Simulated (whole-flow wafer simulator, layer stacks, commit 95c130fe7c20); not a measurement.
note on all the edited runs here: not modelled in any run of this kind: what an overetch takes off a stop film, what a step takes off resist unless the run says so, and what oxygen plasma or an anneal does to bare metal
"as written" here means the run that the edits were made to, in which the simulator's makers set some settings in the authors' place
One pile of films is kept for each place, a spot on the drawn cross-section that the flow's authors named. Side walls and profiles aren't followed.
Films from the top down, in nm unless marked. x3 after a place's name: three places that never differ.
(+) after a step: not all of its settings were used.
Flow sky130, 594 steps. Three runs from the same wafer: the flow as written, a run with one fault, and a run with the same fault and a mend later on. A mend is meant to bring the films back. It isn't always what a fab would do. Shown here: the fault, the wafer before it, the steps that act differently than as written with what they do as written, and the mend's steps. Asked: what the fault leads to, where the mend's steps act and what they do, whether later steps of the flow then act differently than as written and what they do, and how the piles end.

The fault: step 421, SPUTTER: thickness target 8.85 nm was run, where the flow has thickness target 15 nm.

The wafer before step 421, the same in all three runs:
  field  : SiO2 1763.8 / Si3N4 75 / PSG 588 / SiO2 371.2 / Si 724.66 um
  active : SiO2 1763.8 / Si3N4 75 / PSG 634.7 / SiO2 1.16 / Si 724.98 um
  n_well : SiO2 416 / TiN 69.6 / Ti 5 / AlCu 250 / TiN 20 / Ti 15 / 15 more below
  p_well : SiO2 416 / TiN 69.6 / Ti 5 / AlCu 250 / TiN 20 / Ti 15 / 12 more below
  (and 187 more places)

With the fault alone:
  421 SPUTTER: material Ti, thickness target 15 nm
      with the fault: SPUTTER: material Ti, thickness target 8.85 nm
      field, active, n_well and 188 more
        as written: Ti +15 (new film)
        with the fault: Ti +8.85 (new film)
  Later steps of the flow that act differently than as written (15 more steps differ only slightly, by at most 2% or 0.5 nm, whichever is larger, and aren't shown):
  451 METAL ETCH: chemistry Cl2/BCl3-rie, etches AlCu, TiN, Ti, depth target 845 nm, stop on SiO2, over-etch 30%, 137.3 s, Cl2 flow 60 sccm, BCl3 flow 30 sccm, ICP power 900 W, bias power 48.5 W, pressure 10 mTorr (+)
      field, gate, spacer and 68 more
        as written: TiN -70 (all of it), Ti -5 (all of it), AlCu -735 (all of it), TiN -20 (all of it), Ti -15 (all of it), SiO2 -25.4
        with the fault: TiN -70 (all of it), Ti -5 (all of it), AlCu -735 (all of it), TiN -20 (all of it), Ti -8.85 (all of it), SiO2 -26
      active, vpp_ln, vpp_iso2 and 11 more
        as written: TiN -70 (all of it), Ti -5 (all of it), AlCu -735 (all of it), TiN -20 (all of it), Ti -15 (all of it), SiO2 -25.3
        with the fault: TiN -70 (all of it), Ti -5 (all of it), AlCu -735 (all of it), TiN -20 (all of it), Ti -8.85 (all of it), SiO2 -26
  At the end the piles differ from the flow's by more than 2% or 0.5 nm, whichever is larger, at n_well, p_well, gate_hv and 104 more.
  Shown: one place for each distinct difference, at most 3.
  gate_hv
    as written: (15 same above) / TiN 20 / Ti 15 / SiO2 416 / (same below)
    with the fault: (15 same above) / TiN 20 / Ti 8.85 / SiO2 416 / (same below)
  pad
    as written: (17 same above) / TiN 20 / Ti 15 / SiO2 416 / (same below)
    with the fault: (17 same above) / TiN 20 / Ti 8.85 / SiO2 416 / (same below)
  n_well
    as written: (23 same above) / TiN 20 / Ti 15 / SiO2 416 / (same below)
    with the fault: (23 same above) / TiN 20 / Ti 8.85 / SiO2 416 / (same below)

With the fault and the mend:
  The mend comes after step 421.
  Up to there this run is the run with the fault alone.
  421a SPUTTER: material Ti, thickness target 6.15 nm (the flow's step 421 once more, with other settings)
      field, active, n_well and 188 more
        Ti +6.15
  No later step of the flow acts differently than as written at any place that is followed.
  At the end the piles are the same as the flow's at every place that both follow.
